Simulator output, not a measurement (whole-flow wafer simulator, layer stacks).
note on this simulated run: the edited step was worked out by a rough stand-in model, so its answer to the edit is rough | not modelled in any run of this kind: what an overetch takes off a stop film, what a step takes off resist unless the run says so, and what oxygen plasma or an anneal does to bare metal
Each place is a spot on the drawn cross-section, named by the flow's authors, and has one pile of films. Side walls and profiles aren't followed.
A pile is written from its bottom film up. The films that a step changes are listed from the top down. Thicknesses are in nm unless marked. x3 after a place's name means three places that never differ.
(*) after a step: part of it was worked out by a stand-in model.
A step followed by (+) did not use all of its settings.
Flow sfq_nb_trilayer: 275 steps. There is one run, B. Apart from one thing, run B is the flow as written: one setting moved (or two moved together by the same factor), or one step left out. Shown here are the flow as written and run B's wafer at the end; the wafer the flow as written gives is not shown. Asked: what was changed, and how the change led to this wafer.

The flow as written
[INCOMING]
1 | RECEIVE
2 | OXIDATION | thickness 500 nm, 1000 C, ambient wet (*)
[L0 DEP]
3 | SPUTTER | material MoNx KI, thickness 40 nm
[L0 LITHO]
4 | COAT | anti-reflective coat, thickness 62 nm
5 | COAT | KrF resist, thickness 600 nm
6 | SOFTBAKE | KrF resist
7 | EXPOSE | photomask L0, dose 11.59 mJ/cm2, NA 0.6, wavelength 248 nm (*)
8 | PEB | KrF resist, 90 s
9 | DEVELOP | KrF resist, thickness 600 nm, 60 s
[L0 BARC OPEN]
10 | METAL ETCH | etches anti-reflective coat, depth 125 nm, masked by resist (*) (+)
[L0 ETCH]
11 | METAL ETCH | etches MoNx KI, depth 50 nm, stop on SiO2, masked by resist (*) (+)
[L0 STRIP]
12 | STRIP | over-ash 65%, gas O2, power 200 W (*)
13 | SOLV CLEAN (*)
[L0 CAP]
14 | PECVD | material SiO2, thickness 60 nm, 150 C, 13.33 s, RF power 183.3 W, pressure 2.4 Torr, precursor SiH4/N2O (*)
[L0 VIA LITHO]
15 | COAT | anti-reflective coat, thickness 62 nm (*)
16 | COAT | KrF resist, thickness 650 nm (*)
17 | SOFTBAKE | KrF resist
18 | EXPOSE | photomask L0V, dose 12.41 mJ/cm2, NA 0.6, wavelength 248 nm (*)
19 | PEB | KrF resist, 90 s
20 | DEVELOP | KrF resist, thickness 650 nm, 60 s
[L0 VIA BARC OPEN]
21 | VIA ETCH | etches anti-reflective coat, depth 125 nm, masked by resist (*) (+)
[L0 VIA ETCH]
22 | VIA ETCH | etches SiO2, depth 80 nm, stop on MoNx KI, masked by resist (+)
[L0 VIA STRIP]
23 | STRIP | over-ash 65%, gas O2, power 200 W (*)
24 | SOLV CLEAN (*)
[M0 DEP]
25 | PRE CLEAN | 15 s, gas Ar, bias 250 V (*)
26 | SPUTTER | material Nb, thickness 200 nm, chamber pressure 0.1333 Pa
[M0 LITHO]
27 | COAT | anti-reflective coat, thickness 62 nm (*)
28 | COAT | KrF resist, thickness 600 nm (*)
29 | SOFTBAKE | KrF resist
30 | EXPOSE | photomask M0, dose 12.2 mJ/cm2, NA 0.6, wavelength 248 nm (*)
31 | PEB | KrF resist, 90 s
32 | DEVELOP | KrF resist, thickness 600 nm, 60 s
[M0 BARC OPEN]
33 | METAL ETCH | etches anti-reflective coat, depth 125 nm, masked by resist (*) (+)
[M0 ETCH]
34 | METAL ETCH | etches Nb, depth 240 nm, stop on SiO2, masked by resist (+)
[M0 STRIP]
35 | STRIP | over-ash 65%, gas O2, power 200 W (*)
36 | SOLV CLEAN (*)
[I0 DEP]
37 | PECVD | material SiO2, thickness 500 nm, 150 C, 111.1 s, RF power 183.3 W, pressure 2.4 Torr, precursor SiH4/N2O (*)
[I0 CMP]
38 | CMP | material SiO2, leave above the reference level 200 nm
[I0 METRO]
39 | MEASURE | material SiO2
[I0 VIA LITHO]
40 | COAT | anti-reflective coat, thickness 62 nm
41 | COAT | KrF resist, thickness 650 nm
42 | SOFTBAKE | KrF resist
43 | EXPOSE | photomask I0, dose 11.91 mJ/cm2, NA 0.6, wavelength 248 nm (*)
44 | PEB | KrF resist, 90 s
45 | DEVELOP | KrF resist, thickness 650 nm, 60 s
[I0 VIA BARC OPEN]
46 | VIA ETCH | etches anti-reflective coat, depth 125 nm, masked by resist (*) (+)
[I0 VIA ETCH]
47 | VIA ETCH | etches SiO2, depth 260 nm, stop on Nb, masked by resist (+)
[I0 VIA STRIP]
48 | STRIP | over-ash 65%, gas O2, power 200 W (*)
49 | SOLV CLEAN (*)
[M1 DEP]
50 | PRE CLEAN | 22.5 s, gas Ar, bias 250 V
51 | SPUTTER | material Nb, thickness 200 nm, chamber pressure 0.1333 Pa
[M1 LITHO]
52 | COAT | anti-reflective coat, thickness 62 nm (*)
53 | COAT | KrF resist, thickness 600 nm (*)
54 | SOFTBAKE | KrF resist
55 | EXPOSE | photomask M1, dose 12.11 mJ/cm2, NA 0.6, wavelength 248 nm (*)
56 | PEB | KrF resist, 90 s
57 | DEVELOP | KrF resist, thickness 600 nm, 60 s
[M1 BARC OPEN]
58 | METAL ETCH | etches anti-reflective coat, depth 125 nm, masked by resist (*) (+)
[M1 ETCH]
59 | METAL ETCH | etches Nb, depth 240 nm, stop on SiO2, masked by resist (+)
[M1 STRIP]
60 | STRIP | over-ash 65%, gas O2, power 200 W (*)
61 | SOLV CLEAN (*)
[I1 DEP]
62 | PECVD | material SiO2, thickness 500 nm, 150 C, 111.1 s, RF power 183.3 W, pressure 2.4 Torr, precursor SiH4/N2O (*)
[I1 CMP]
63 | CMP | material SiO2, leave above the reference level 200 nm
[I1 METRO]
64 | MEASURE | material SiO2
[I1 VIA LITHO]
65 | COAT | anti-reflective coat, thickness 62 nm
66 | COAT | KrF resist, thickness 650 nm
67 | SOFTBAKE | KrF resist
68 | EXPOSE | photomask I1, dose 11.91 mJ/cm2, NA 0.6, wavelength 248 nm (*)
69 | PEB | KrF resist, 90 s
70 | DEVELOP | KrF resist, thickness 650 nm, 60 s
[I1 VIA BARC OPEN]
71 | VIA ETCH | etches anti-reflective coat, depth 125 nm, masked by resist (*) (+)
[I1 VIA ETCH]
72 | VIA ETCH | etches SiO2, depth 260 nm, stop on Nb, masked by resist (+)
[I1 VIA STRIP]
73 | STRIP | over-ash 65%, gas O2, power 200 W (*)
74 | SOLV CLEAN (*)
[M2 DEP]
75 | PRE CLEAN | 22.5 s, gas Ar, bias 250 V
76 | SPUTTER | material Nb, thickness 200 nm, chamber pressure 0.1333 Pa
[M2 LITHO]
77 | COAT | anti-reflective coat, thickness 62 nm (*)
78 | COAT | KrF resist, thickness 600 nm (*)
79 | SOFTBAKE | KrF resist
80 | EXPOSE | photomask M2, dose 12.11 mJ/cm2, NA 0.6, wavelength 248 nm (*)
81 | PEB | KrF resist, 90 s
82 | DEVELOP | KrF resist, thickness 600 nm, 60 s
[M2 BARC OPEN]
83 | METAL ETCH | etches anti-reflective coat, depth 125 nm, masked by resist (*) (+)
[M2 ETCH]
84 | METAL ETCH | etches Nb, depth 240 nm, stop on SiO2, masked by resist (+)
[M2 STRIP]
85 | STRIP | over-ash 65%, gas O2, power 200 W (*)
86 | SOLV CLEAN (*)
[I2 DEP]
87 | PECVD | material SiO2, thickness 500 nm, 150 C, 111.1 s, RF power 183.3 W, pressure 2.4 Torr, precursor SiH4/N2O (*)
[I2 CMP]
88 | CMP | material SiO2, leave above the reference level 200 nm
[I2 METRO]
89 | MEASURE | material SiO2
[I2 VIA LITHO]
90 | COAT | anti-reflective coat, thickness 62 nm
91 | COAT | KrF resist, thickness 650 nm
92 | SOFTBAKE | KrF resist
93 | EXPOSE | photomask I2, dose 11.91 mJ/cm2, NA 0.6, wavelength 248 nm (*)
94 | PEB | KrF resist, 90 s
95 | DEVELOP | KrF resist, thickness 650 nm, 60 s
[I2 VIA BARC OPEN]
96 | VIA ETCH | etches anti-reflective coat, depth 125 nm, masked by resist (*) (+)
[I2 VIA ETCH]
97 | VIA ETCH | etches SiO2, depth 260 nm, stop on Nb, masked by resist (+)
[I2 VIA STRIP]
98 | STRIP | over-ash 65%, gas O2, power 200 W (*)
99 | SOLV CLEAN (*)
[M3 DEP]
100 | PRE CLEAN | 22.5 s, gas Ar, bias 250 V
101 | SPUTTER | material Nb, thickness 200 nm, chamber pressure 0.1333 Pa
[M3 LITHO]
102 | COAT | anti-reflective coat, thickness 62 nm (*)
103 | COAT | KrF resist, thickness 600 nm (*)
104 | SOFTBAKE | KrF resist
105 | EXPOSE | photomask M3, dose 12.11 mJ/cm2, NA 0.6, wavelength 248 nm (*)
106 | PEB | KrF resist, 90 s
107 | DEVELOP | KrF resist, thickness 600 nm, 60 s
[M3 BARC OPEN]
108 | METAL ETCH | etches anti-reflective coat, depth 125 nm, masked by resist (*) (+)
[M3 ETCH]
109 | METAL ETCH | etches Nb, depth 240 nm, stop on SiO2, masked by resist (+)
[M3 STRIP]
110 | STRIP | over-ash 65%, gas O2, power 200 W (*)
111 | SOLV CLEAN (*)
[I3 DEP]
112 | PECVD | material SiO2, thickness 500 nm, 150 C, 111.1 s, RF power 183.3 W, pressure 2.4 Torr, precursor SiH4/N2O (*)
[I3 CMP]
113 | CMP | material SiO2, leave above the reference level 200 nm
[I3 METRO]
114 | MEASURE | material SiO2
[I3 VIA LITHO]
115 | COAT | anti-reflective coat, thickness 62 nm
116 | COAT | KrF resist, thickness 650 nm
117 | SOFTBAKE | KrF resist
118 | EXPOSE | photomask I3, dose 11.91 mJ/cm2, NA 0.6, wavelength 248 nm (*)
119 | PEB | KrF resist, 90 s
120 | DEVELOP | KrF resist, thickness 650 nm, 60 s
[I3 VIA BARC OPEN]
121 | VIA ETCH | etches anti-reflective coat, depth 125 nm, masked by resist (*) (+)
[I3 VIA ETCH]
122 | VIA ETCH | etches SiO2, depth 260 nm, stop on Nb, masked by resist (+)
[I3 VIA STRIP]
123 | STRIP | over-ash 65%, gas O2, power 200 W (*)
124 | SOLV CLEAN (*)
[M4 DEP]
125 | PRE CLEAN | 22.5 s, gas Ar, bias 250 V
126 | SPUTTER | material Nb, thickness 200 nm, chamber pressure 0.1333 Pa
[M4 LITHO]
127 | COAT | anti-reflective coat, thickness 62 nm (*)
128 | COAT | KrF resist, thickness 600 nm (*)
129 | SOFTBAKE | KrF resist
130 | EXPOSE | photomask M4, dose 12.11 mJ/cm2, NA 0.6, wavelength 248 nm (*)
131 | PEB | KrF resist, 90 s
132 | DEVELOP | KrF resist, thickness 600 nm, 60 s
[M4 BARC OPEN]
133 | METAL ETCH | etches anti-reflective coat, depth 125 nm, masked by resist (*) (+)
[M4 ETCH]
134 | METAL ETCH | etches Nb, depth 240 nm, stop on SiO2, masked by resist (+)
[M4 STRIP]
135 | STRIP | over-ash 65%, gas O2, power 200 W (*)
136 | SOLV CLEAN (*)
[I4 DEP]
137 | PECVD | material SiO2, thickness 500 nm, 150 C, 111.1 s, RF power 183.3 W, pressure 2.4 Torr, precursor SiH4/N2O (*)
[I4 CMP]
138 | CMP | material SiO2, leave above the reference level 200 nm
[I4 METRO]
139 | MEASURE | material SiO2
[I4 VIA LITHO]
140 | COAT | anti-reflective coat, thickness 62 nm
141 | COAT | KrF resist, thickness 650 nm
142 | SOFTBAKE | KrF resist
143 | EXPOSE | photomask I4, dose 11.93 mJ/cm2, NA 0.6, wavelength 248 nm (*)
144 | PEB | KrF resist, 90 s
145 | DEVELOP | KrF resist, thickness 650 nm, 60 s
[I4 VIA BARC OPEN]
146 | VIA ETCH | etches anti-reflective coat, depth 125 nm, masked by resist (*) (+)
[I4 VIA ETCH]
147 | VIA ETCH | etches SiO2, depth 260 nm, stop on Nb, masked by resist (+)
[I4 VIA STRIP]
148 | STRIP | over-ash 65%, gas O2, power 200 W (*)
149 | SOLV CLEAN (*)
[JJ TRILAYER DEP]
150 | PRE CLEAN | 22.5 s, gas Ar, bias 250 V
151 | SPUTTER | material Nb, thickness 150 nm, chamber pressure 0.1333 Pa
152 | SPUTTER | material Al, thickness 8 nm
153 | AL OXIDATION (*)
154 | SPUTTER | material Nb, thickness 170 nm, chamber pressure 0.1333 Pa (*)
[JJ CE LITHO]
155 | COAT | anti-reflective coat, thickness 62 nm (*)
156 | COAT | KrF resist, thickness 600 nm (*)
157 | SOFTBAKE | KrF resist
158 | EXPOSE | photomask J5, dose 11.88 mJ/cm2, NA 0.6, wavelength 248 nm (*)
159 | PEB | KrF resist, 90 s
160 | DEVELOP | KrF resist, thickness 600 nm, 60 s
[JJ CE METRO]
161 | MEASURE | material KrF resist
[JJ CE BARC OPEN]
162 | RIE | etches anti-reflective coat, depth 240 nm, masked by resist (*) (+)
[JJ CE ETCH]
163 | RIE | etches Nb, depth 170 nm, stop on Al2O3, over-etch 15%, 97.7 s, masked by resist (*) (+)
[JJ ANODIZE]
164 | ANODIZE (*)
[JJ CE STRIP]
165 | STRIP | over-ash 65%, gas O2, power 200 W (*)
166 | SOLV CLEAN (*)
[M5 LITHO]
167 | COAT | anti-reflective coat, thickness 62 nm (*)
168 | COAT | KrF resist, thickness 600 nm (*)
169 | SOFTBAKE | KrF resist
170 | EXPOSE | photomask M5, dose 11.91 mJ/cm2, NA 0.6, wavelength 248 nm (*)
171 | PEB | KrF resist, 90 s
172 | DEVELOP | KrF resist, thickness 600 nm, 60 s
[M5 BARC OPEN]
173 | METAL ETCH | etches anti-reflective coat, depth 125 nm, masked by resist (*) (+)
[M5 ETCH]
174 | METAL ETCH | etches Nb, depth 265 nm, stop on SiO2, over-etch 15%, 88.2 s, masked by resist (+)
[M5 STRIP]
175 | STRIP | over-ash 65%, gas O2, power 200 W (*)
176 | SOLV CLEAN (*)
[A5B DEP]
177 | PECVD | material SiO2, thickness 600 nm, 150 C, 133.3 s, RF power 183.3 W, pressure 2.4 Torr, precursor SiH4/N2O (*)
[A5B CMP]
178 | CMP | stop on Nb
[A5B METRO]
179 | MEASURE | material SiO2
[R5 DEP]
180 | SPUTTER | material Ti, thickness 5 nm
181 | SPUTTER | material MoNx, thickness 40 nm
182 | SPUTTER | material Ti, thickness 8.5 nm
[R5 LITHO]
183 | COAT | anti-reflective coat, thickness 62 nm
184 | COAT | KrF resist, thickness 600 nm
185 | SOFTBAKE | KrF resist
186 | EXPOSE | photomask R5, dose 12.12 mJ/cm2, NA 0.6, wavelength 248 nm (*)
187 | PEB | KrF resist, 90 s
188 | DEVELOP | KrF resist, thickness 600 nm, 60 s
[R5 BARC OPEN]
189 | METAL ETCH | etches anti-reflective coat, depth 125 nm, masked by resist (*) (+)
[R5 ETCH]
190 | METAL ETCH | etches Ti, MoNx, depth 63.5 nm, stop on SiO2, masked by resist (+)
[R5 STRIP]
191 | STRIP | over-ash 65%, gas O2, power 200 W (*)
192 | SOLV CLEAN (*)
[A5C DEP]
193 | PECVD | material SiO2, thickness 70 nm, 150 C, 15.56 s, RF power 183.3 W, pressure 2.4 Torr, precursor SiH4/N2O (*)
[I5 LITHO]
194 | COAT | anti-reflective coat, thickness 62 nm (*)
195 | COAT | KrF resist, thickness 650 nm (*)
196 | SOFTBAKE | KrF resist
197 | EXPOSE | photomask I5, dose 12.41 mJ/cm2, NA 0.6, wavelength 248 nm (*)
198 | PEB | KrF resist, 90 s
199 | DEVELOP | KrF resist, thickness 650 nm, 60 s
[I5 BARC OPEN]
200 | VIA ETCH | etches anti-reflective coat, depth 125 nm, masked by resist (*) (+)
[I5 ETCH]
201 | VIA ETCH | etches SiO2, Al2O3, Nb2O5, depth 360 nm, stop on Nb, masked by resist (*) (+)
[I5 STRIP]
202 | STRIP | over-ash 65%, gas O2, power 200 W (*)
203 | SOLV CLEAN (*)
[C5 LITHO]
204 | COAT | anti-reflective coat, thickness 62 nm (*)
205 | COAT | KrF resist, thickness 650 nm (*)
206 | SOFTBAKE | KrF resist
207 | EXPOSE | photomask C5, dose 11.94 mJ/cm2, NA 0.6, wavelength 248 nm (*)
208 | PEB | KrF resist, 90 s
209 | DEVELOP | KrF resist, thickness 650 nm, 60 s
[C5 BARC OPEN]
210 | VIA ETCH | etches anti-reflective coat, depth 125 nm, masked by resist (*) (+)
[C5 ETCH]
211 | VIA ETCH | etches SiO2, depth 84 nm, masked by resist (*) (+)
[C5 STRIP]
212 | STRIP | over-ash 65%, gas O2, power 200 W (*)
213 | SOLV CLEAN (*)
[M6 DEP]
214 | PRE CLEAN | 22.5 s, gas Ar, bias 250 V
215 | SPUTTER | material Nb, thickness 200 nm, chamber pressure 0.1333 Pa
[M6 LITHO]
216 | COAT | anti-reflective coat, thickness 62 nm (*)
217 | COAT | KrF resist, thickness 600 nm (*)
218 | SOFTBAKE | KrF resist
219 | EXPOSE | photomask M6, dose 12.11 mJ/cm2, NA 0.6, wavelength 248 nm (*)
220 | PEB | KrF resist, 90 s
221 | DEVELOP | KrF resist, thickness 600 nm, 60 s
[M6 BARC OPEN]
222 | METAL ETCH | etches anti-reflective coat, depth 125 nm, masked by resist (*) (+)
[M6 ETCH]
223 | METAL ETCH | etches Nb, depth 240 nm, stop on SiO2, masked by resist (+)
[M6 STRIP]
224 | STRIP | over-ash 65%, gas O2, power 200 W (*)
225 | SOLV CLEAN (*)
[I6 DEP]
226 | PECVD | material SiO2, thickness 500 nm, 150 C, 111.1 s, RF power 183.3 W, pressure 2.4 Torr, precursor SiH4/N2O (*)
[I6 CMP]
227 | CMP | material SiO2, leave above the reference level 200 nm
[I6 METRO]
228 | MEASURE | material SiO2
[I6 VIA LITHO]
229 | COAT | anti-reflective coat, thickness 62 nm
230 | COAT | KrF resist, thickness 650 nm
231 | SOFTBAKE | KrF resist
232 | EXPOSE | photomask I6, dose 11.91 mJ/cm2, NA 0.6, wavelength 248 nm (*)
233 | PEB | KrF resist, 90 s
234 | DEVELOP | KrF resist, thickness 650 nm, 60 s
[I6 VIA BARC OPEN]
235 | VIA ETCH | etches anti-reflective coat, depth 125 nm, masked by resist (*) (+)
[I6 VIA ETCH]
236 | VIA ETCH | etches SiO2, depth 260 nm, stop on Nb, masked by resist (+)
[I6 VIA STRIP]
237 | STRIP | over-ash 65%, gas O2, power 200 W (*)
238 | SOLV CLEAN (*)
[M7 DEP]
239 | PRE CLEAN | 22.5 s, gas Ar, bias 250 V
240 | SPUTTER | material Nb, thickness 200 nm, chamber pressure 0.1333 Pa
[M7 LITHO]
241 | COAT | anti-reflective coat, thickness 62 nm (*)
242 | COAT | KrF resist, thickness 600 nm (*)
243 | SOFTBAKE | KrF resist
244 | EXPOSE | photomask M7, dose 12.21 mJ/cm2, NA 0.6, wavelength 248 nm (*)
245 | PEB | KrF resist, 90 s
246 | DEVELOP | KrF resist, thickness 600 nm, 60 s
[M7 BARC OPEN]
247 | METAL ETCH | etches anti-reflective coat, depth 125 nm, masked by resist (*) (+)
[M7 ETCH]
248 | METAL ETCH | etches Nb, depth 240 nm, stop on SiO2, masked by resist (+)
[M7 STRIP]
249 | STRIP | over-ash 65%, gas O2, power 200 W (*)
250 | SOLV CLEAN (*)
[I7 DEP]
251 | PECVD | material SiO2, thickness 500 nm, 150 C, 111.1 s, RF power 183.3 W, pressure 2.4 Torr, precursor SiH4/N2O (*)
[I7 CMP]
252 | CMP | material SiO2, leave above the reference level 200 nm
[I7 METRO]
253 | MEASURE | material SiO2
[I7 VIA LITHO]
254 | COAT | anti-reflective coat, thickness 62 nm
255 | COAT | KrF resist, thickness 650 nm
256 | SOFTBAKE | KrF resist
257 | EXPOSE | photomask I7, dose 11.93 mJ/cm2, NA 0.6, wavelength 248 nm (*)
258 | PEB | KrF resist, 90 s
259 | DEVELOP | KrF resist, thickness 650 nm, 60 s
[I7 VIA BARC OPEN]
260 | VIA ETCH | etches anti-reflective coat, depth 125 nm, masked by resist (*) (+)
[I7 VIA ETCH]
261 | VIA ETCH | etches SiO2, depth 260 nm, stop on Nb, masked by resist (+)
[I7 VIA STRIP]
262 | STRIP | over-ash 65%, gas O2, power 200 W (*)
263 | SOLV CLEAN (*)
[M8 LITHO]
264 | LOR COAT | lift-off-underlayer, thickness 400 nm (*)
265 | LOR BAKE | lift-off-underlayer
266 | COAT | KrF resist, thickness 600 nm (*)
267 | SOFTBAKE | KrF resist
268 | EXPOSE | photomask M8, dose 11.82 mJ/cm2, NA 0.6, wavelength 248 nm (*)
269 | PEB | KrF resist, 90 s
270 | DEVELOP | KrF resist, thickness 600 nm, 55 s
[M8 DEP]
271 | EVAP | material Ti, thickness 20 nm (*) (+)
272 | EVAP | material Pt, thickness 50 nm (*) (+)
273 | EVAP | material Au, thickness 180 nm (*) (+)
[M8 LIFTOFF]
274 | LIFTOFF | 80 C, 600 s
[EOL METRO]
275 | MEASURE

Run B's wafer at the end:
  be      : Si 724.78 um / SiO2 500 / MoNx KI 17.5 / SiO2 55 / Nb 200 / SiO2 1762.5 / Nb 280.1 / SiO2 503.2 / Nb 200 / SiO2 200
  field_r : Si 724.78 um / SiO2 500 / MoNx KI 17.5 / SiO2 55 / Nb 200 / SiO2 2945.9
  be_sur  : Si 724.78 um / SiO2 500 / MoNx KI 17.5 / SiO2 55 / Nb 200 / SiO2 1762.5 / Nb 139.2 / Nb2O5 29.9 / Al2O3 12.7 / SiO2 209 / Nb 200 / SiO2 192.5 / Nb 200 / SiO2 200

What caused this: step 11, METAL ETCH: depth 22.5 nm was run, while the flow as written has depth 50 nm.

Step by step, how the change led to this:
  11 | METAL ETCH | etches MoNx KI, depth 50 nm, stop on SiO2, masked by resist (*) (+)
      v_sur, via_wl, via_w and 97 more: MoNx KI loses 22.5 (it would be, as written: MoNx KI loses 40 (all of it))
      field_l, l0_sur, l0v, l0r_line_l, l0r_line_c, l0r_line_r: KrF resist loses 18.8 (it would be, as written: KrF resist loses 41.7)
  12 | STRIP | over-ash 65%, gas O2, power 200 W (*)
      field_l, l0_sur, l0v, l0r_line_l, l0r_line_c, l0r_line_r: KrF resist loses 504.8 (all of it), anti-reflective coat loses 62 (all of it) (it would be, as written: KrF resist loses 481.9 (all of it), anti-reflective coat loses 62 (all of it))
  14 | PECVD | material SiO2, thickness 60 nm, 150 C, 13.33 s, RF power 183.3 W, pressure 2.4 Torr, precursor SiH4/N2O (*)
      v_sur, via_wl, via_w and 97 more: SiO2 gains 60 (new film) (it would be, as written: SiO2 gains 60)
  15 | COAT | anti-reflective coat, thickness 62 nm (*)
      field_l: anti-reflective coat gains 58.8 (new film) (it would be, as written: anti-reflective coat gains 56.7 (new film))
      v_sur: anti-reflective coat gains 67.7 (new film) (it would be, as written: anti-reflective coat gains 72.2 (new film))
      (also at 3 further places)
  23 | STRIP | over-ash 65%, gas O2, power 200 W (*)
      field_l: KrF resist loses 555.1 (all of it), anti-reflective coat loses 58.8 (all of it) (it would be, as written: KrF resist loses 551.4 (all of it), anti-reflective coat loses 56.7 (all of it))
      v_sur: KrF resist loses 565.6 (all of it), anti-reflective coat loses 67.7 (all of it) (it would be, as written: KrF resist loses 570.5 (all of it), anti-reflective coat loses 72.2 (all of it))
      (also at 3 further places)
  27 | COAT | anti-reflective coat, thickness 62 nm (*)
      field_l: anti-reflective coat gains 58.9 (new film) (it would be, as written: anti-reflective coat gains 56.9 (new film))
      v_sur: anti-reflective coat gains 67.8 (new film) (it would be, as written: anti-reflective coat gains 72.3 (new film))
      (also at 3 further places)
  35 | STRIP | over-ash 65%, gas O2, power 200 W (*)
      field_l: KrF resist loses 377 (all of it), anti-reflective coat loses 58.9 (all of it) (it would be, as written: KrF resist loses 372.9 (all of it), anti-reflective coat loses 56.9 (all of it))
      v_sur: KrF resist loses 387.5 (all of it), anti-reflective coat loses 67.8 (all of it) (it would be, as written: KrF resist loses 391.6 (all of it), anti-reflective coat loses 72.3 (all of it))
      (also at 3 further places)
  38 | CMP | material SiO2, leave above the reference level 200 nm
      field_l, l0_sur, l0r_line_l, l0r_line_c, l0r_line_r: SiO2 loses 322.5 (it would be, as written: SiO2 loses 340)
      l0v: SiO2 loses 260.3 (it would be, as written: SiO2 loses 277.8)
If metal films that touch count as one body, be has 4 bodies (between them, from the top down: SiO2 503.2; SiO2 1762.5; SiO2 55); the flow as written gives 3 bodies (between them, from the top down: SiO2 503.2; SiO2 1762.5).
If metal films that touch count as one body, field_r has 2 bodies (between them, from the top down: SiO2 55); the flow as written gives 1 body.
If metal films that touch count as one body, be_sur has 5 bodies (between them, from the top down: SiO2 192.5; SiO2 209 / Al2O3 12.7 / Nb2O5 29.9; SiO2 1762.5; SiO2 55); the flow as written gives 4 bodies (between them, from the top down: SiO2 192.5; SiO2 209 / Al2O3 12.7 / Nb2O5 29.9; SiO2 1762.5).
